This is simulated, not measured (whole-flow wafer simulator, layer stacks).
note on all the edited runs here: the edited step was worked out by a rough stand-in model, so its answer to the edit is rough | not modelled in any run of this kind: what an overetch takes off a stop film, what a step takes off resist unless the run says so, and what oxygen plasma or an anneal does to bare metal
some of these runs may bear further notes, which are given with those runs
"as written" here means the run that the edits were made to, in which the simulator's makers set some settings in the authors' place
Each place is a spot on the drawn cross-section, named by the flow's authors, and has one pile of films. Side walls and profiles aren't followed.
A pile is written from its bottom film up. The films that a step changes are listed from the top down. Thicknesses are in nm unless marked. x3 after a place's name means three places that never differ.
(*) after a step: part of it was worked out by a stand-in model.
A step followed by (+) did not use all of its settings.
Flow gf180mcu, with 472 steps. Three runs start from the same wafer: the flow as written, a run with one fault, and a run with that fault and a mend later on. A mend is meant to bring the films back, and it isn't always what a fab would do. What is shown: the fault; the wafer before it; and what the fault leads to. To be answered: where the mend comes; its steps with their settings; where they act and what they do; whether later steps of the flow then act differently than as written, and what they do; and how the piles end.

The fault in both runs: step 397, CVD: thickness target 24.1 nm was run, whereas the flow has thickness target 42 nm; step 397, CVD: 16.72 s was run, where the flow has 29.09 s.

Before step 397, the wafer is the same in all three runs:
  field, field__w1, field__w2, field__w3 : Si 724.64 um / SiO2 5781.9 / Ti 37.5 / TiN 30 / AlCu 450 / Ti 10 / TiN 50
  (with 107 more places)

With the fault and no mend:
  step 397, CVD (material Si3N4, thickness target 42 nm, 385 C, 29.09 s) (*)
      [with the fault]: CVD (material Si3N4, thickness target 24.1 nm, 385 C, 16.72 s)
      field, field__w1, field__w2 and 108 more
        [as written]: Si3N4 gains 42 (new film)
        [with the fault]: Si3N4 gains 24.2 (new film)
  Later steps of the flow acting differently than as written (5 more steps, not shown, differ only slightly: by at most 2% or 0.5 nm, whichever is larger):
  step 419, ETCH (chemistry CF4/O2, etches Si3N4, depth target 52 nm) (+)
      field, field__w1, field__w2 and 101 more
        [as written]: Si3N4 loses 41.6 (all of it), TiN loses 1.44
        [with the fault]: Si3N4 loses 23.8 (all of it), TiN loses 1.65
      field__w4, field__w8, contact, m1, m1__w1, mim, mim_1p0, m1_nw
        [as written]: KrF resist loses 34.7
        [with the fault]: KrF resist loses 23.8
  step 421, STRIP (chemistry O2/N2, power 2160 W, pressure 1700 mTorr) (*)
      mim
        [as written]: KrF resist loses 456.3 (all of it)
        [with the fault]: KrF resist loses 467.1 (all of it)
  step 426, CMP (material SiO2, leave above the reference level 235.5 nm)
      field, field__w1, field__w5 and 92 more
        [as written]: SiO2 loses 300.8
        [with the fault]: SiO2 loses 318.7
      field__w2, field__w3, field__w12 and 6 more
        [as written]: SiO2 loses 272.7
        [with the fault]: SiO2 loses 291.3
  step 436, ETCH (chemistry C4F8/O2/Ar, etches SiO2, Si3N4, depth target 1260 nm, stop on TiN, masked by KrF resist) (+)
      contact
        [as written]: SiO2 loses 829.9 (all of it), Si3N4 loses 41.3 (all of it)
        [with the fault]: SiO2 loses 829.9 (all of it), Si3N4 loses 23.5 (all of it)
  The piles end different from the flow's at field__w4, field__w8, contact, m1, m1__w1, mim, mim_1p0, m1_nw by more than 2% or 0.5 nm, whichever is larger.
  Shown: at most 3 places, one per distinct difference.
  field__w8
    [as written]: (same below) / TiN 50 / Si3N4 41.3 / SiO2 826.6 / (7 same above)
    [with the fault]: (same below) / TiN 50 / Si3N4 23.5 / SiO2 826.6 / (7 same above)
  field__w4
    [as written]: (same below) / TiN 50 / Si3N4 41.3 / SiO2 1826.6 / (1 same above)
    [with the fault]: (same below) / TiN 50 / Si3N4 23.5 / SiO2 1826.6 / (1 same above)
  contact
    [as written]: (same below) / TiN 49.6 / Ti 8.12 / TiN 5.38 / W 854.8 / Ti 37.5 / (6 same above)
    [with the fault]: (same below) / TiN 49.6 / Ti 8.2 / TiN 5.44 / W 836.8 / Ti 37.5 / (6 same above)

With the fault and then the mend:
  After step 397 comes the mend.
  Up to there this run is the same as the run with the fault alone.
  step 397a, CVD (material Si3N4, thickness target 17.9 nm, 385 C, 12.4 s) (the flow's step 397 again, with other settings)
      field, field__w1, field__w2 and 108 more
        Si3N4 gains 17.9
  Every later step of the flow that is run acts as written, at every place that is followed, to within 2% or 0.5 nm, whichever is larger.
  The piles end only slightly different from the flow's at the places that both follow, by no more than 2% or 0.5 nm, whichever is larger.
